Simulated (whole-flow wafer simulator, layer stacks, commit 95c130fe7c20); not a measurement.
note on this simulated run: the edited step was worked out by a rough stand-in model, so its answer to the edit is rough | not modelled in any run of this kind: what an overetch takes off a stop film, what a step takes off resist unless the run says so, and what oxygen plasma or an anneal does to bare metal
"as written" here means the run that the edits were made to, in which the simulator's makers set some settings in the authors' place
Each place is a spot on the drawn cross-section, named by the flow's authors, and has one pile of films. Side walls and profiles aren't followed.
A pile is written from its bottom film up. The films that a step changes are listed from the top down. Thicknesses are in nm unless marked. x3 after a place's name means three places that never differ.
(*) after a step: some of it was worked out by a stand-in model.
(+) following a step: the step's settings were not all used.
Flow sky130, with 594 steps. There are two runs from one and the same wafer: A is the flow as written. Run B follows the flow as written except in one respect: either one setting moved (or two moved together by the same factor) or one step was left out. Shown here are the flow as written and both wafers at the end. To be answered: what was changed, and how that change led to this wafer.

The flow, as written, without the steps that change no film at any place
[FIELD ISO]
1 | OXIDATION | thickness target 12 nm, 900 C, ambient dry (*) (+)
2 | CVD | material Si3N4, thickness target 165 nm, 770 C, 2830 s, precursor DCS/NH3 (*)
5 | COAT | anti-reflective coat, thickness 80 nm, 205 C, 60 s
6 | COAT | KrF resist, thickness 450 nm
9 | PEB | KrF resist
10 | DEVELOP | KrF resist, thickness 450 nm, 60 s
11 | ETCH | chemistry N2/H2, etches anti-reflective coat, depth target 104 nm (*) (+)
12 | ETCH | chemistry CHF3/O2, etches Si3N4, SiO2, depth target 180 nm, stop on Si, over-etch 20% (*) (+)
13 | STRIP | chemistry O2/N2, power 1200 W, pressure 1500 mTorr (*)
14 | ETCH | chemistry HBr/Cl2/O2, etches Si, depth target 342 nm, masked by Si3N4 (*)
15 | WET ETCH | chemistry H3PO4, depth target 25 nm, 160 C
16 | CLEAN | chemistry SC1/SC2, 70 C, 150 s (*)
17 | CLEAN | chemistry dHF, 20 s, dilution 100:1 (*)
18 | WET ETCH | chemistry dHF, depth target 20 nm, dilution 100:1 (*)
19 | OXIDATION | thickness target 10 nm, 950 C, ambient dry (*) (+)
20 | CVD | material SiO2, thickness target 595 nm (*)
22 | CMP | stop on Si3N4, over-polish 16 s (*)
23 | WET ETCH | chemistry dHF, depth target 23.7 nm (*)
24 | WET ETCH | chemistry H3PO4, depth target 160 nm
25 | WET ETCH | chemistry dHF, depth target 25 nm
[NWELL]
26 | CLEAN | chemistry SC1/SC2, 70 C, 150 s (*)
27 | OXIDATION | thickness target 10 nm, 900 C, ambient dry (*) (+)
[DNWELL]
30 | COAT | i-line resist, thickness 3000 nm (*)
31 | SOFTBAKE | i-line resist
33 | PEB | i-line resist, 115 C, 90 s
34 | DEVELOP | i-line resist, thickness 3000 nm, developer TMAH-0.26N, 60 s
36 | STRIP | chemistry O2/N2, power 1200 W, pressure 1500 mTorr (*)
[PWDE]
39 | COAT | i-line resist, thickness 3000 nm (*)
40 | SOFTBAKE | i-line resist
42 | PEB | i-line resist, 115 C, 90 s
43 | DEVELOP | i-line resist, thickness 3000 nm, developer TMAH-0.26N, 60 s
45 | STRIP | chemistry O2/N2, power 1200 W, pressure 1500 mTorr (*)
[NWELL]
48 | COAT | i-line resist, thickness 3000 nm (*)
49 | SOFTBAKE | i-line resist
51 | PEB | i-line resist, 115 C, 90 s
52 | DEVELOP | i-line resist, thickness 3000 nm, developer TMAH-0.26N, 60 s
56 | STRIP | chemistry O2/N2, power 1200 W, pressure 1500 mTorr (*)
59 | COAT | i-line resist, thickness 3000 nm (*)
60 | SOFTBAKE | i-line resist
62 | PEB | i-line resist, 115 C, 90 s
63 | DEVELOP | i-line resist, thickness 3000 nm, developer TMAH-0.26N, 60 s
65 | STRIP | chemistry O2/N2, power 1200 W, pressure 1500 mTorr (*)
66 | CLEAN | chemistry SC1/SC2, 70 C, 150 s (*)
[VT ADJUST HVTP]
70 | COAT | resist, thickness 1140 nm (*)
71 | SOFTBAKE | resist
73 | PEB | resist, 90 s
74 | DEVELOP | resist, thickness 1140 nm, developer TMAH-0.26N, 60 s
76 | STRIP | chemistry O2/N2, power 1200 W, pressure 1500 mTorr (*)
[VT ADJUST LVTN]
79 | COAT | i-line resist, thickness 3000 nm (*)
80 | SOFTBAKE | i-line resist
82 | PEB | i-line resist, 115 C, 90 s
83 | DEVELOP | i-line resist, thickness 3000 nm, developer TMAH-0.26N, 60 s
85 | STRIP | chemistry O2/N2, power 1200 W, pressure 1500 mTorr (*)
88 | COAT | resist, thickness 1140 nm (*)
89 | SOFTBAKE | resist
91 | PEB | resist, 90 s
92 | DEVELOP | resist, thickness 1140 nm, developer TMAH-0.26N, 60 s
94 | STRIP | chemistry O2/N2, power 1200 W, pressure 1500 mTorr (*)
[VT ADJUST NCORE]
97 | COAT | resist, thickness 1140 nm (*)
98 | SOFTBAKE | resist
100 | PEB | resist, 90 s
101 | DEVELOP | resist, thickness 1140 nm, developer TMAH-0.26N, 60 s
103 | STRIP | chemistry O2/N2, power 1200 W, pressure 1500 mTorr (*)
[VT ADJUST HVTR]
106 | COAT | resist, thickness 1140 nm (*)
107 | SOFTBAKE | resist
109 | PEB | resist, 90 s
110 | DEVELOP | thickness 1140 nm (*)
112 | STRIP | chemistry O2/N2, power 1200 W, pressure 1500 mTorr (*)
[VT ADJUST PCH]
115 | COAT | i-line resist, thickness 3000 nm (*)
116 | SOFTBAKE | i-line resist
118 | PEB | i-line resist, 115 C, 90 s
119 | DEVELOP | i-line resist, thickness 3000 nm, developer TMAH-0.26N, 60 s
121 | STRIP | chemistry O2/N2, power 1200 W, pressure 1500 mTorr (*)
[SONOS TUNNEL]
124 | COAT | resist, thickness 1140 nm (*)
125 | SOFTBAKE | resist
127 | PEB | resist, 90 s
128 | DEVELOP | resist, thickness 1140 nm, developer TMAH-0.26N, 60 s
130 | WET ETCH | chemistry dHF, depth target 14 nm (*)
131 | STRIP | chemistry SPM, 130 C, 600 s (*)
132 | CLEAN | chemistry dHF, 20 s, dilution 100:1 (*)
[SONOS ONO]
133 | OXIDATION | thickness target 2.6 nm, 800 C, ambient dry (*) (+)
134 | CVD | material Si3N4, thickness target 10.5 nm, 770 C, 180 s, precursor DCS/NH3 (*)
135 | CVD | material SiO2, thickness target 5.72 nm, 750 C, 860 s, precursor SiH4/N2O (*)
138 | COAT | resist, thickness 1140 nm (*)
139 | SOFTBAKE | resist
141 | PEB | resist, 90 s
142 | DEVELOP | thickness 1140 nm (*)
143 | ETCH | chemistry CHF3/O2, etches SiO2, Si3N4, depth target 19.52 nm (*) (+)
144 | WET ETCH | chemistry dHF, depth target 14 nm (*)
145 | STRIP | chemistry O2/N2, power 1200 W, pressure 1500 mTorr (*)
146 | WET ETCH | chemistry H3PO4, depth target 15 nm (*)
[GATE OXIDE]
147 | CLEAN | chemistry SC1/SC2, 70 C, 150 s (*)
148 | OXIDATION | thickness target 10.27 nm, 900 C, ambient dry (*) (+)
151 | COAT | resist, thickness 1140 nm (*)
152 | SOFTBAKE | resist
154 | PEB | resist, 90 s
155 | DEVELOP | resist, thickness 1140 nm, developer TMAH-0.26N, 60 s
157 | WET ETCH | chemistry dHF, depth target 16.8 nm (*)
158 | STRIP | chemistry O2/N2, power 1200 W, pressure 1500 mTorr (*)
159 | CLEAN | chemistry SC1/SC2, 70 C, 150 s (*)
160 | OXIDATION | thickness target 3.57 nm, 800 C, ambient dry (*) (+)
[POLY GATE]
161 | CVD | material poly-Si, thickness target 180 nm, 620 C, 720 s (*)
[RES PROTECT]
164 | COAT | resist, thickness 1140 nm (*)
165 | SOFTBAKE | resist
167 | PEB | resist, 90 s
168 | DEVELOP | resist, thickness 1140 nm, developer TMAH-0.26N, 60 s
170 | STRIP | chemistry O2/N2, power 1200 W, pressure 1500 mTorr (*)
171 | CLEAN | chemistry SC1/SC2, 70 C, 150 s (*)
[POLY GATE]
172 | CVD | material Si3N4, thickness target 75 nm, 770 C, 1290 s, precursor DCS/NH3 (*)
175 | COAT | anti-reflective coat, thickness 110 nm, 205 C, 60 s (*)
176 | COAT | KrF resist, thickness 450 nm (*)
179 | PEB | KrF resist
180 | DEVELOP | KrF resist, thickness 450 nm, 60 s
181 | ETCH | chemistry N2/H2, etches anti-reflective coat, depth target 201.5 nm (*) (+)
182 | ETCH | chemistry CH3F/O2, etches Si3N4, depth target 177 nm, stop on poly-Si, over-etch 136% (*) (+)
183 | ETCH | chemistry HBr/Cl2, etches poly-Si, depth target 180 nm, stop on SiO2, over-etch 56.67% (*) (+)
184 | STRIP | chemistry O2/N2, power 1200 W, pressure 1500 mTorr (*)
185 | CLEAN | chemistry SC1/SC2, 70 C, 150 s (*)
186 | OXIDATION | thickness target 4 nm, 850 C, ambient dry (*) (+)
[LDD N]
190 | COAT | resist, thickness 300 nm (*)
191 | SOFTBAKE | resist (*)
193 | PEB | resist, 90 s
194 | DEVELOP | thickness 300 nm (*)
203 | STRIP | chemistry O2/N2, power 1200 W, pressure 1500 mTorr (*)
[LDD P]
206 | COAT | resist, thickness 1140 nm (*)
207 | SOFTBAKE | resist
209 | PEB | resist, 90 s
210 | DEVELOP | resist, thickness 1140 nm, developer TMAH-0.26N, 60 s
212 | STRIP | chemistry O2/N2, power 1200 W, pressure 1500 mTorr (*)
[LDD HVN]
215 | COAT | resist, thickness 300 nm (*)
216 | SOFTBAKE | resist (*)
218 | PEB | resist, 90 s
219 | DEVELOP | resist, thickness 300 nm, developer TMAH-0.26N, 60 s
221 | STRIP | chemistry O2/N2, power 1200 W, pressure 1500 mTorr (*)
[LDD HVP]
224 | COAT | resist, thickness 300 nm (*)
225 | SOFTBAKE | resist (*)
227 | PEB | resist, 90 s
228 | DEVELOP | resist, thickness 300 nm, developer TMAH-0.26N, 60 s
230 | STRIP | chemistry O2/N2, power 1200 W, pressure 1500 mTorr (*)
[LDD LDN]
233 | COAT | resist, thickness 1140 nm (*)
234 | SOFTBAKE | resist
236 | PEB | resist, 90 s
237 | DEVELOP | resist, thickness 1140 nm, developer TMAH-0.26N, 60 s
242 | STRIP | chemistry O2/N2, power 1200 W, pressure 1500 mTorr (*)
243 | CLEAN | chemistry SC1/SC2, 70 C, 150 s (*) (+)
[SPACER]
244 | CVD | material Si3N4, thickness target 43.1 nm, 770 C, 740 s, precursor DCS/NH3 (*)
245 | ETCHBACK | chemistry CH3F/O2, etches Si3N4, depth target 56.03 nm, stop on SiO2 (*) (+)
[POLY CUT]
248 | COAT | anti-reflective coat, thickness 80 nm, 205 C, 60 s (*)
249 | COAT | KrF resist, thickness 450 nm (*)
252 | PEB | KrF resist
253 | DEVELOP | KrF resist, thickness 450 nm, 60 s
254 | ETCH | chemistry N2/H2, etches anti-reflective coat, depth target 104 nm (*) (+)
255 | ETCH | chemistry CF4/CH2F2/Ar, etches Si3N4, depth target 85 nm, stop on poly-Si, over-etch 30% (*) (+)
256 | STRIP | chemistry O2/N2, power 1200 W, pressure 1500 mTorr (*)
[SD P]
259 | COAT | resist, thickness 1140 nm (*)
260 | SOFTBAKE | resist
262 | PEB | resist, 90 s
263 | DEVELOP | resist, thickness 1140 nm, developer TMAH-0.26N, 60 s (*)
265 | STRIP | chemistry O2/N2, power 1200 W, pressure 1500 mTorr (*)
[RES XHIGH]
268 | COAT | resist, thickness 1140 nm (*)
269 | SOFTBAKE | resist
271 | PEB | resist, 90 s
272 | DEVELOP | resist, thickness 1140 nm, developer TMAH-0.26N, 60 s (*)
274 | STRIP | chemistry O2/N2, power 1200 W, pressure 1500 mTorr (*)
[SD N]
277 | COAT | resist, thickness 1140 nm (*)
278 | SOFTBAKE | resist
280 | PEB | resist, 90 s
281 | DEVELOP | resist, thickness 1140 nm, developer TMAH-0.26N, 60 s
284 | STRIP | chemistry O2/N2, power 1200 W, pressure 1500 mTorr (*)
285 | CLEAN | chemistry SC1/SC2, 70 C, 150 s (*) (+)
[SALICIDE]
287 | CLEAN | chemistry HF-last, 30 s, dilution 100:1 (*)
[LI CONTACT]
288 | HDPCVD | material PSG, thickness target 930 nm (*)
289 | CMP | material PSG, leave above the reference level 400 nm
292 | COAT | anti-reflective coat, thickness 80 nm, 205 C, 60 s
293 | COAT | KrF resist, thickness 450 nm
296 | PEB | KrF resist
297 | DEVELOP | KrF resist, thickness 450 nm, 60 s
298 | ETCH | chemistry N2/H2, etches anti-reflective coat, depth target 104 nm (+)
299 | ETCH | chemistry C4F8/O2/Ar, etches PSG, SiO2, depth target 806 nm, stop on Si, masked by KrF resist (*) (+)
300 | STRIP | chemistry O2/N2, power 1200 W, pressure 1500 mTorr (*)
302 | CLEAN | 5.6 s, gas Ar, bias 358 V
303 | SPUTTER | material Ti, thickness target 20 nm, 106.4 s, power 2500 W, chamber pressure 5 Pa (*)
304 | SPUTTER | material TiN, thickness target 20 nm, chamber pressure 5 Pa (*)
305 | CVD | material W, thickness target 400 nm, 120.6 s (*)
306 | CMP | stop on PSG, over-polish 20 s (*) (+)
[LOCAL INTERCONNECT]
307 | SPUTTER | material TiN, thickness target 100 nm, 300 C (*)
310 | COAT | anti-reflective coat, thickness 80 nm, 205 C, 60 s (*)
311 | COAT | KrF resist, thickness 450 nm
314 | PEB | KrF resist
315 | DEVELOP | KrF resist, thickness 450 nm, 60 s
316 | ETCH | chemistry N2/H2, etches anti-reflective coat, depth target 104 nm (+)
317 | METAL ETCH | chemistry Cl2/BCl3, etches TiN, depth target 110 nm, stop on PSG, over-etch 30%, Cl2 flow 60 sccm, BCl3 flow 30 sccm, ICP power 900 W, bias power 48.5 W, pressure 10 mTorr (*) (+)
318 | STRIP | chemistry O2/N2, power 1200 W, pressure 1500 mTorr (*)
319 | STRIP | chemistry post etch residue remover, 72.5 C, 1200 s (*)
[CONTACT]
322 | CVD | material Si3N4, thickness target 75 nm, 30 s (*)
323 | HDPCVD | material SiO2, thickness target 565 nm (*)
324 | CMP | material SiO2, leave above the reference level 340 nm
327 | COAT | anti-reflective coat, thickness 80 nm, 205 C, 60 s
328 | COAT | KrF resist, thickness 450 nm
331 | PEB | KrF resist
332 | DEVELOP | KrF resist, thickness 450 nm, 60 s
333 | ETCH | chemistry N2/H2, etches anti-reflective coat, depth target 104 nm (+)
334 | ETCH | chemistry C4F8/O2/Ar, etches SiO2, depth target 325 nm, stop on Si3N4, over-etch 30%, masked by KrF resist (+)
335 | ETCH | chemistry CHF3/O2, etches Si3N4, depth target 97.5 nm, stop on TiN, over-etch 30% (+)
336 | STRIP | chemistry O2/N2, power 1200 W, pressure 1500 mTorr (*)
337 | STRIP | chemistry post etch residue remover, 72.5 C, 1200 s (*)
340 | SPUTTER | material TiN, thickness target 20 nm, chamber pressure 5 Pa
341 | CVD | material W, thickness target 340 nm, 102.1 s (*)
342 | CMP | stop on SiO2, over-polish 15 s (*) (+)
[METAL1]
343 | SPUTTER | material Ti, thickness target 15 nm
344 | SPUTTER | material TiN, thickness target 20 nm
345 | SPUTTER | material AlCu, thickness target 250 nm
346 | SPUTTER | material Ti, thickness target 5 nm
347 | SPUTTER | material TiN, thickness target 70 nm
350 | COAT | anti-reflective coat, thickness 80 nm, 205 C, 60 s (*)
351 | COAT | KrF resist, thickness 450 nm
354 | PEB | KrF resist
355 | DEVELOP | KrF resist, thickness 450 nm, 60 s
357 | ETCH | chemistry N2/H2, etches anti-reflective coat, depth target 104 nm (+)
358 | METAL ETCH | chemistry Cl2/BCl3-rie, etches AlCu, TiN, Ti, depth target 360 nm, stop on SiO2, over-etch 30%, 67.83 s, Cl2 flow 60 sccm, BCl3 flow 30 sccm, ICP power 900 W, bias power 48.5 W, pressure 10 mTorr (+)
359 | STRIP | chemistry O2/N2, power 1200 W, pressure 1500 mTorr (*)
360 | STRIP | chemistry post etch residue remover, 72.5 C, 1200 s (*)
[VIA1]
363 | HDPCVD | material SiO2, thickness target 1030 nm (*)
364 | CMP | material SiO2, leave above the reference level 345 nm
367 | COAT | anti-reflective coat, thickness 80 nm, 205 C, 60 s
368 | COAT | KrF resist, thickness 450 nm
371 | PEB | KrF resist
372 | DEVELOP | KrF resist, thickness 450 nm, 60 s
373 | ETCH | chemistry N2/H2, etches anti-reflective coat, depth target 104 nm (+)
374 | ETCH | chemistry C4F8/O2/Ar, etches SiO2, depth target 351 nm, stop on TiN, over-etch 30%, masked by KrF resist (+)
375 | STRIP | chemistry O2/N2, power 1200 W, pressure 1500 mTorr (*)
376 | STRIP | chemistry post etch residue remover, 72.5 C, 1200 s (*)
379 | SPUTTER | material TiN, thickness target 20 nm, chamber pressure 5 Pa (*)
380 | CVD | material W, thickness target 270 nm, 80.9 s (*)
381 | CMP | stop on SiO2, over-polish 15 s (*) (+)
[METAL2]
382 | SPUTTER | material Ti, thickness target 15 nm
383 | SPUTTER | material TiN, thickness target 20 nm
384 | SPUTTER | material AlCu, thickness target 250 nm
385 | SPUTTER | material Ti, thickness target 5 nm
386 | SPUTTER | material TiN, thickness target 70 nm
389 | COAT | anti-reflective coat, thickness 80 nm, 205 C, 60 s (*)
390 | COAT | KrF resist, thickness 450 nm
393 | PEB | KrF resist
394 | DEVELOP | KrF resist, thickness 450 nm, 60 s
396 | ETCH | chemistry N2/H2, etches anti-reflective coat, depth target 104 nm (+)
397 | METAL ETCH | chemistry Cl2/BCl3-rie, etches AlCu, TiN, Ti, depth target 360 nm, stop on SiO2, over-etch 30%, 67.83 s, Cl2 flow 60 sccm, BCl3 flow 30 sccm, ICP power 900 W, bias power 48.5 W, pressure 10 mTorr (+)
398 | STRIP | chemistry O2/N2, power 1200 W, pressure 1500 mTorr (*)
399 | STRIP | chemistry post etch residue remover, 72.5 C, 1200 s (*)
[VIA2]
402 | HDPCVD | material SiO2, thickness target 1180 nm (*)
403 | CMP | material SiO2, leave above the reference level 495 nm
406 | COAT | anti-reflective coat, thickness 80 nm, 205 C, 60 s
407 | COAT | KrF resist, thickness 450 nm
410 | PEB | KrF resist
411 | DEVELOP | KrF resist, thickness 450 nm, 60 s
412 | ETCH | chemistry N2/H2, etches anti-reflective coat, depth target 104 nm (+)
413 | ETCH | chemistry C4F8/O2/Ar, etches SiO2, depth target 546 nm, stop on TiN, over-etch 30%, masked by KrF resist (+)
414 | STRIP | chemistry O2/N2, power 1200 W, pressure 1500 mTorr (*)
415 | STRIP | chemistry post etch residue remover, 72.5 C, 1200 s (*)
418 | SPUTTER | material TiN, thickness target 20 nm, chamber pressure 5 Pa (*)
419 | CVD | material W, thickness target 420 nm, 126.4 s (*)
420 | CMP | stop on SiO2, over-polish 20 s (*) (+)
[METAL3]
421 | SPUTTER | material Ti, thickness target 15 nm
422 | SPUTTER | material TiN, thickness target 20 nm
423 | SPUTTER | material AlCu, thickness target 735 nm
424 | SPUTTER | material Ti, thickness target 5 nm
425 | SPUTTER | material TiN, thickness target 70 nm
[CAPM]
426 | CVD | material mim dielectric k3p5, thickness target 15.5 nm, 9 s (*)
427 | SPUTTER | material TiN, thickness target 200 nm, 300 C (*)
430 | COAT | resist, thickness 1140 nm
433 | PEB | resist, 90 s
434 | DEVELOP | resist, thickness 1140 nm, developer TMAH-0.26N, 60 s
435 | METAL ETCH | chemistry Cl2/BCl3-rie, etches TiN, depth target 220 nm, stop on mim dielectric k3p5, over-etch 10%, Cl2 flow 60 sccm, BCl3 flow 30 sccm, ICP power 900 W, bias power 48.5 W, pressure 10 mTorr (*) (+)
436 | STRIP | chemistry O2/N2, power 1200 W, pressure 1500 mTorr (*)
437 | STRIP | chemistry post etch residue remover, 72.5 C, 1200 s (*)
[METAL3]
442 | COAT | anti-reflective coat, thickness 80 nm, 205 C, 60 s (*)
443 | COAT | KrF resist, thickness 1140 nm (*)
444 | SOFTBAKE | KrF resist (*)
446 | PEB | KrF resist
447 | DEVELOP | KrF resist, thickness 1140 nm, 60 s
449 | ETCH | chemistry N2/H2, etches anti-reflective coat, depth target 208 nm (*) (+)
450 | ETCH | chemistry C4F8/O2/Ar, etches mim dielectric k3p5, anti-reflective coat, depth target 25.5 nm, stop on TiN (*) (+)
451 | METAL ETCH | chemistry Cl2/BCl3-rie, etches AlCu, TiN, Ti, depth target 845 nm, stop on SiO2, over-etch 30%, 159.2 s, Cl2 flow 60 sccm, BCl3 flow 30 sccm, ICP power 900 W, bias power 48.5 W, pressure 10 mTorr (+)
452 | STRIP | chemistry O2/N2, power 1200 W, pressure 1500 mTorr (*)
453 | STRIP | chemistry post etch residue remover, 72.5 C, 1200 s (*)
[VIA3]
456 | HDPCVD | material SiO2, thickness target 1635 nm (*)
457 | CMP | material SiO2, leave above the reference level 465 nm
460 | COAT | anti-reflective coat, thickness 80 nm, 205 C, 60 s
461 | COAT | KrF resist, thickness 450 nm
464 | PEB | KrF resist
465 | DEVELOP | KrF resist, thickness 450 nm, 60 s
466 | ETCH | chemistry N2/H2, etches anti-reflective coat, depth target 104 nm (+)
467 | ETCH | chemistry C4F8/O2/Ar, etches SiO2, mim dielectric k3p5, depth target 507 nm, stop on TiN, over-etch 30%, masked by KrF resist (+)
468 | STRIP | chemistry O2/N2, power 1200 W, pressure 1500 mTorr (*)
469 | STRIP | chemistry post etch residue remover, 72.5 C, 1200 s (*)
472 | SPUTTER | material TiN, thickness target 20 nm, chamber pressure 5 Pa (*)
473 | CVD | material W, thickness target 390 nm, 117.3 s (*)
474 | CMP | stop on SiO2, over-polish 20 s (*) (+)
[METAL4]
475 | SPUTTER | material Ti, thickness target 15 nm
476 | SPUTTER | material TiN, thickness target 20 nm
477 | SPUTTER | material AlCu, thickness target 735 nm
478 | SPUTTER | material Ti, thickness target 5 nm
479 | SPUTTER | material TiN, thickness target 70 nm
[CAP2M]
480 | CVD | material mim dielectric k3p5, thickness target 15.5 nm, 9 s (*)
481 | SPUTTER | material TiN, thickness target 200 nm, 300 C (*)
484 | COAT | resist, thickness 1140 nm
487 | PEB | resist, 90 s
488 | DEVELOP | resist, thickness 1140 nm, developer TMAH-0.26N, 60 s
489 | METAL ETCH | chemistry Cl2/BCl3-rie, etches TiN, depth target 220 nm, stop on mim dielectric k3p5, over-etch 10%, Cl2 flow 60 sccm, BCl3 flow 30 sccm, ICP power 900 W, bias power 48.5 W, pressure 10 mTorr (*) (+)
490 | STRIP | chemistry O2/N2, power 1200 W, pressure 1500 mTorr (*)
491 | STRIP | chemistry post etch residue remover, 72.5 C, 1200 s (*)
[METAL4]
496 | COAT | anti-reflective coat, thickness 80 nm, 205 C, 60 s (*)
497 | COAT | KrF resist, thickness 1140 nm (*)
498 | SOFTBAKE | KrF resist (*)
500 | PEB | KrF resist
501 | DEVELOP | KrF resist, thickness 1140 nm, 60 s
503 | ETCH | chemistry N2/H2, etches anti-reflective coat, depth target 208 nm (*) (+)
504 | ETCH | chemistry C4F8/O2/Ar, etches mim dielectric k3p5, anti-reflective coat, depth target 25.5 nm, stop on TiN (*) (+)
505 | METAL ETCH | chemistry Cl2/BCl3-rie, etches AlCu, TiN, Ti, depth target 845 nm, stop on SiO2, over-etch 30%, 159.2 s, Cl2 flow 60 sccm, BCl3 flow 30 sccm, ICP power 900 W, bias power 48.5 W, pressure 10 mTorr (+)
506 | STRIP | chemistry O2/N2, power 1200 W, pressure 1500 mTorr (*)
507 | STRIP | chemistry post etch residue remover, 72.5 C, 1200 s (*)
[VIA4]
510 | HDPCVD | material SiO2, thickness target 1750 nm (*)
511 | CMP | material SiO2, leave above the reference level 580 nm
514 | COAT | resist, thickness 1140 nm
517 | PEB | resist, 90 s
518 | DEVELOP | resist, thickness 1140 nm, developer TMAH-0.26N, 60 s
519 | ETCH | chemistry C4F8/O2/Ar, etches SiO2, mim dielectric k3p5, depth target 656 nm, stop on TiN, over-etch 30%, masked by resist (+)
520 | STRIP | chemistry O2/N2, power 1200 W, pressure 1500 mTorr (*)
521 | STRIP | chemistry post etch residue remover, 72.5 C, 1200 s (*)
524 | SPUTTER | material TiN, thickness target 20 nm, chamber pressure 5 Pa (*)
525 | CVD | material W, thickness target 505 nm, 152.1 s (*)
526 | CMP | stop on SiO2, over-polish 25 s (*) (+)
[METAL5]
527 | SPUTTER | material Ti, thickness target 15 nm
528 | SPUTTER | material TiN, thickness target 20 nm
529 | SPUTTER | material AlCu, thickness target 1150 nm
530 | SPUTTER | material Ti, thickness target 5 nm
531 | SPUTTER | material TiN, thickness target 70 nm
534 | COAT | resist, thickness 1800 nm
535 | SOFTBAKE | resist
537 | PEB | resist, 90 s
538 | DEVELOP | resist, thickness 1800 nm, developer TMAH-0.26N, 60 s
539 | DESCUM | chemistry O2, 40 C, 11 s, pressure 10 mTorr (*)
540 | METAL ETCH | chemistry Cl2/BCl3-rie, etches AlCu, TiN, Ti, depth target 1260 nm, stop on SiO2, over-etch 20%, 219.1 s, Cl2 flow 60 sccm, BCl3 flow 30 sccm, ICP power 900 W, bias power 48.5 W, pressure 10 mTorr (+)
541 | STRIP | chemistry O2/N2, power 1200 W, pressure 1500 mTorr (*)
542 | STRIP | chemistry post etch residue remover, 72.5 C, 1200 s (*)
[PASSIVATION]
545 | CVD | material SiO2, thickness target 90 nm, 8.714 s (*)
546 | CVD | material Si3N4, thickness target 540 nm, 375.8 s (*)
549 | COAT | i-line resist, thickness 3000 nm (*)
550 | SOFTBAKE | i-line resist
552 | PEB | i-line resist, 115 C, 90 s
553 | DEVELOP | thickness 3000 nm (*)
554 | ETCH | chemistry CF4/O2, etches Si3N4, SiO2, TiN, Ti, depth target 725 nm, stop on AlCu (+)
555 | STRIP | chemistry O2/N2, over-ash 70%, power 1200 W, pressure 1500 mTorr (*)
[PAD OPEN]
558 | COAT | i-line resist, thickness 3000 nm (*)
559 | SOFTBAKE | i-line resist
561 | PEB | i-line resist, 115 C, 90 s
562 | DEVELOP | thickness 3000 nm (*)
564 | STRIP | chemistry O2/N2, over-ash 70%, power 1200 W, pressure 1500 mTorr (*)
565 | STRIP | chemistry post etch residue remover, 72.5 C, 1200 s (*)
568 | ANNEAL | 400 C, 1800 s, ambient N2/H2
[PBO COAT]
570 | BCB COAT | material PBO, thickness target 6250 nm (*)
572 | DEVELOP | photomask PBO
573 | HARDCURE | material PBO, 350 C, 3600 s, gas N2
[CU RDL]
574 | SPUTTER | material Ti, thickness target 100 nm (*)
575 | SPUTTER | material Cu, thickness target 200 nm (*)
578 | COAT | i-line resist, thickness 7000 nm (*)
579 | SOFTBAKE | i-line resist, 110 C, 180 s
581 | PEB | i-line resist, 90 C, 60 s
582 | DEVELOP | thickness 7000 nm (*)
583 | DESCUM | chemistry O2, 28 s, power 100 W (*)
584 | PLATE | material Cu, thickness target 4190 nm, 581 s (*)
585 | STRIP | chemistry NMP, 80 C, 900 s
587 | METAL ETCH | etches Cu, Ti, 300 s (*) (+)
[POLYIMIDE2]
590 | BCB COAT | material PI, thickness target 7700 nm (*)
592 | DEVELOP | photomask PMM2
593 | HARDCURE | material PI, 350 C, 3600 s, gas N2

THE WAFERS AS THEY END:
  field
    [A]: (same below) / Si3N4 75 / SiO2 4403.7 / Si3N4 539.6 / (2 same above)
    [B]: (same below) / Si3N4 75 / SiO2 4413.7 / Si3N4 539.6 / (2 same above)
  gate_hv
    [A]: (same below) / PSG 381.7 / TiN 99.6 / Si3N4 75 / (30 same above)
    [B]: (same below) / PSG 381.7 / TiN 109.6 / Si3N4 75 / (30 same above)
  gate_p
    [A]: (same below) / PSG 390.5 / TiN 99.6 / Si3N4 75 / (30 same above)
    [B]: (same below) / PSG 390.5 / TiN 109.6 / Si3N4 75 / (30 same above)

What caused this: step 307, SPUTTER: thickness target 110 nm was run, while the flow as written has thickness target 100 nm.

How this came from the change, step by step:
  307 | SPUTTER | material TiN, thickness target 100 nm, 300 C (*)
      field, active, n_well and 188 more: A TiN gains 100 (new film) | B TiN gains 110 (new film)
  317 | METAL ETCH | chemistry Cl2/BCl3, etches TiN, depth target 110 nm, stop on PSG, over-etch 30%, Cl2 flow 60 sccm, BCl3 flow 30 sccm, ICP power 900 W, bias power 48.5 W, pressure 10 mTorr (*) (+)
      field, active, gate and 88 more: A TiN loses 98.7 (all of it) | B TiN loses 108.7 (all of it)
  324 | CMP | material SiO2, leave above the reference level 340 nm
      field, active, gate and 88 more: A SiO2 loses 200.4 | B SiO2 loses 190.4
